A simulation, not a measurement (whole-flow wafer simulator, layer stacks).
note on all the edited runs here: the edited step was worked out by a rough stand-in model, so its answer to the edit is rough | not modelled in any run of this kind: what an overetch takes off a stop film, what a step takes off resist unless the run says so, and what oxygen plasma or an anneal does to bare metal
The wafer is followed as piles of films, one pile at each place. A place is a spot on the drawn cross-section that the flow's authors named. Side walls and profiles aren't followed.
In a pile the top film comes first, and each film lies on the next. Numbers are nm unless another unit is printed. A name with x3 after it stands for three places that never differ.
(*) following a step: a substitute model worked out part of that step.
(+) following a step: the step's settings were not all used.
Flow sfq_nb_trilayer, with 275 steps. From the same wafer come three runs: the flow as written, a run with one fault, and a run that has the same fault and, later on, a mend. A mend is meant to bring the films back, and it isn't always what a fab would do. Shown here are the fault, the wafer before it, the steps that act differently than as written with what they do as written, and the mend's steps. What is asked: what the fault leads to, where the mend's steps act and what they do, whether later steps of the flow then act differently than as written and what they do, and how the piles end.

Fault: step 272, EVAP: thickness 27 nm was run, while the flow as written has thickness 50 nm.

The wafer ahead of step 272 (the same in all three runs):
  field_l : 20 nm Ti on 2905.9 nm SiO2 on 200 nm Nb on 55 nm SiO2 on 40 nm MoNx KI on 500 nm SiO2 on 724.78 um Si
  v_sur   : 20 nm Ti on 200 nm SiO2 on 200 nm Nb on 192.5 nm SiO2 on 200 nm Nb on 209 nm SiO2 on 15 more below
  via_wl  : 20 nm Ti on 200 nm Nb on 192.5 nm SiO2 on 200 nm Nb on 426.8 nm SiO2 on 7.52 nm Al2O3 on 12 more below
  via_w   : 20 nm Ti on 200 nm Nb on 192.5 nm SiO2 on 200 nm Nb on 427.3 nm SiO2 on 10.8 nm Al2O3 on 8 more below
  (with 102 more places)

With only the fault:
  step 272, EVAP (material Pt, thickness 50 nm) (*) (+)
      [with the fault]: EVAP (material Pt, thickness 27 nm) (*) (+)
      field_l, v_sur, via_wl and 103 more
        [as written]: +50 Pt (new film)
        [with the fault]: +27 Pt (new film)
  Later steps of the flow acting differently than as written:
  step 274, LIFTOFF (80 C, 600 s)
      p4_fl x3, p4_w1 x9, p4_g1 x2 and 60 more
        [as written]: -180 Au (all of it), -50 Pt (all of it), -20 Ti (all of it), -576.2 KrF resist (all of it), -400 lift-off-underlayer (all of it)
        [with the fault]: -180 Au (all of it), -27 Pt (all of it), -20 Ti (all of it), -576.2 KrF resist (all of it), -400 lift-off-underlayer (all of it)
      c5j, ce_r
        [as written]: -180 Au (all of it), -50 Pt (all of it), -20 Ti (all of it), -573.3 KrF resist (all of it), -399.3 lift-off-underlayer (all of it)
        [with the fault]: -180 Au (all of it), -27 Pt (all of it), -20 Ti (all of it), -573.3 KrF resist (all of it), -399.3 lift-off-underlayer (all of it)
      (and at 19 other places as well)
  At field_l, v_sur, via_wl and 8 more, the piles at the end differ from the flow's by more than 2% or 0.5 nm, whichever is larger.
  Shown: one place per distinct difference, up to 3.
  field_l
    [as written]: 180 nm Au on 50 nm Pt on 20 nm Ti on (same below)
    [with the fault]: 180 nm Au on 27 nm Pt on 20 nm Ti on (same below)

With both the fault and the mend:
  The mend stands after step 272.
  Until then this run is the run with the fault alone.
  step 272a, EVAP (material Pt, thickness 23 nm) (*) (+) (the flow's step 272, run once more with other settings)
      field_l, v_sur, via_wl and 103 more
        +23 Pt
  Every later step of the flow that is run acts as written at every place that is followed.
  At every place that both follow, the piles at the end match the flow's.
